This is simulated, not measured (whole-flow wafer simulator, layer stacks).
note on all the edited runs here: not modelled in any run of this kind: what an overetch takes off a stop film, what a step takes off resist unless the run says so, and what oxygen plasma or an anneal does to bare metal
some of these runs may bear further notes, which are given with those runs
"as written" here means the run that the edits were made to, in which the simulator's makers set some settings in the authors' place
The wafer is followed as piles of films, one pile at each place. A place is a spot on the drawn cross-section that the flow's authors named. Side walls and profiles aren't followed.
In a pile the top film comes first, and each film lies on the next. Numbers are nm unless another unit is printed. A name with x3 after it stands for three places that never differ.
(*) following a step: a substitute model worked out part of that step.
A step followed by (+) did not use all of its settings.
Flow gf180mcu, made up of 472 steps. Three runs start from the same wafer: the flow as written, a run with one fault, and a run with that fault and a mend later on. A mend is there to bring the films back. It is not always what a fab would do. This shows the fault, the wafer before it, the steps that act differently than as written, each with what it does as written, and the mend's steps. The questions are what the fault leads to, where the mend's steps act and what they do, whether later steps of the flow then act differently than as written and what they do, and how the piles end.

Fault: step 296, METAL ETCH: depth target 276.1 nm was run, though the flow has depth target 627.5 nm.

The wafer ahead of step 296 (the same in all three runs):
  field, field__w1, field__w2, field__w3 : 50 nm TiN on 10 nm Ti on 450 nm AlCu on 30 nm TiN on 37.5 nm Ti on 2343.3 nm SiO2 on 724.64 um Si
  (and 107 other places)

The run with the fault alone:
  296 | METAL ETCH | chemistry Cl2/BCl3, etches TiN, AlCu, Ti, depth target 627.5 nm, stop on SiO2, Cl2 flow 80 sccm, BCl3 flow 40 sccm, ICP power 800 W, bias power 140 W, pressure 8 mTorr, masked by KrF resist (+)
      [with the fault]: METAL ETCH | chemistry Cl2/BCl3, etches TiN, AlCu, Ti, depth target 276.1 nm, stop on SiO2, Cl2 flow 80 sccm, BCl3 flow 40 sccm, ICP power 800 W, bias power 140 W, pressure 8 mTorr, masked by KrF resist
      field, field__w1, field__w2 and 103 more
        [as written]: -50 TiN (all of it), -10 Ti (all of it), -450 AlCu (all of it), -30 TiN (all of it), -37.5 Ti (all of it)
        [with the fault]: -50 TiN (all of it), -10 Ti (all of it), -216.1 AlCu
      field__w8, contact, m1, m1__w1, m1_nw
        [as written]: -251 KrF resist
        [with the fault]: -110.4 KrF resist
  Steps later in the flow that act otherwise than as written:
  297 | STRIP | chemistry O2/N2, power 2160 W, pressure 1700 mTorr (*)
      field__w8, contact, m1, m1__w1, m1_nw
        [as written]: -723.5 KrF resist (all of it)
        [with the fault]: -864.1 KrF resist (all of it)
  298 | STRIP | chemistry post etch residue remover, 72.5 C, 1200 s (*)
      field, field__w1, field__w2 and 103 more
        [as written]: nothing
        [with the fault]: -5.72 AlCu
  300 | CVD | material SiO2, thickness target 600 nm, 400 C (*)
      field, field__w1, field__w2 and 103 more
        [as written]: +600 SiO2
        [with the fault]: +600 SiO2 (new film)
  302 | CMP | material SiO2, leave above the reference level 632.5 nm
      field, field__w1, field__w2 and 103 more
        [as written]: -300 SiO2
        [with the fault]: -595.7 SiO2
  The piles end different from the flow's at field, field__w1, field__w2 and 104 more by more than 2% or 0.5 nm, whichever is larger.
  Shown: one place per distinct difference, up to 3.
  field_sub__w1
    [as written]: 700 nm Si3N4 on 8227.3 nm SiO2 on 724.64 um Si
    [with the fault]: 700 nm Si3N4 on 5588.3 nm SiO2 on 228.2 nm AlCu on 30 nm TiN on 37.5 nm Ti on 2343.2 nm SiO2 on 724.64 um Si
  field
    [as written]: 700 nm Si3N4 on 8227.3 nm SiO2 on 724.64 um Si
    [with the fault]: 700 nm Si3N4 on 5588.3 nm SiO2 on 228.2 nm AlCu on 30 nm TiN on 37.5 nm Ti on 2343.3 nm SiO2 on 724.64 um Si
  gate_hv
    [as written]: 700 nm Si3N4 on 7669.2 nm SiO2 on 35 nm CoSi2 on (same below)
    [with the fault]: 700 nm Si3N4 on 5588.3 nm SiO2 on 228.2 nm AlCu on 30 nm TiN on 37.5 nm Ti on 1785.1 nm SiO2 on 35 nm CoSi2 on (same below)

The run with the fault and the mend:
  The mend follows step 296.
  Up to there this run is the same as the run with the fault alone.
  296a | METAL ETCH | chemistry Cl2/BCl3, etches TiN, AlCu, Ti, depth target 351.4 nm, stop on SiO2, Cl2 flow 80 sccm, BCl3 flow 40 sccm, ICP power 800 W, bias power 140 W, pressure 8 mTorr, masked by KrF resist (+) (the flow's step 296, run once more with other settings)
      field, field__w1, field__w2 and 103 more
        -233.9 AlCu (all of it), -30 TiN (all of it), -37.5 Ti (all of it)
      field__w8, contact, m1, m1__w1, m1_nw
        -140.6 KrF resist
  Every later step of the flow that is run acts as written at every place that is followed.
  At every place that both follow, the piles at the end match the flow's.
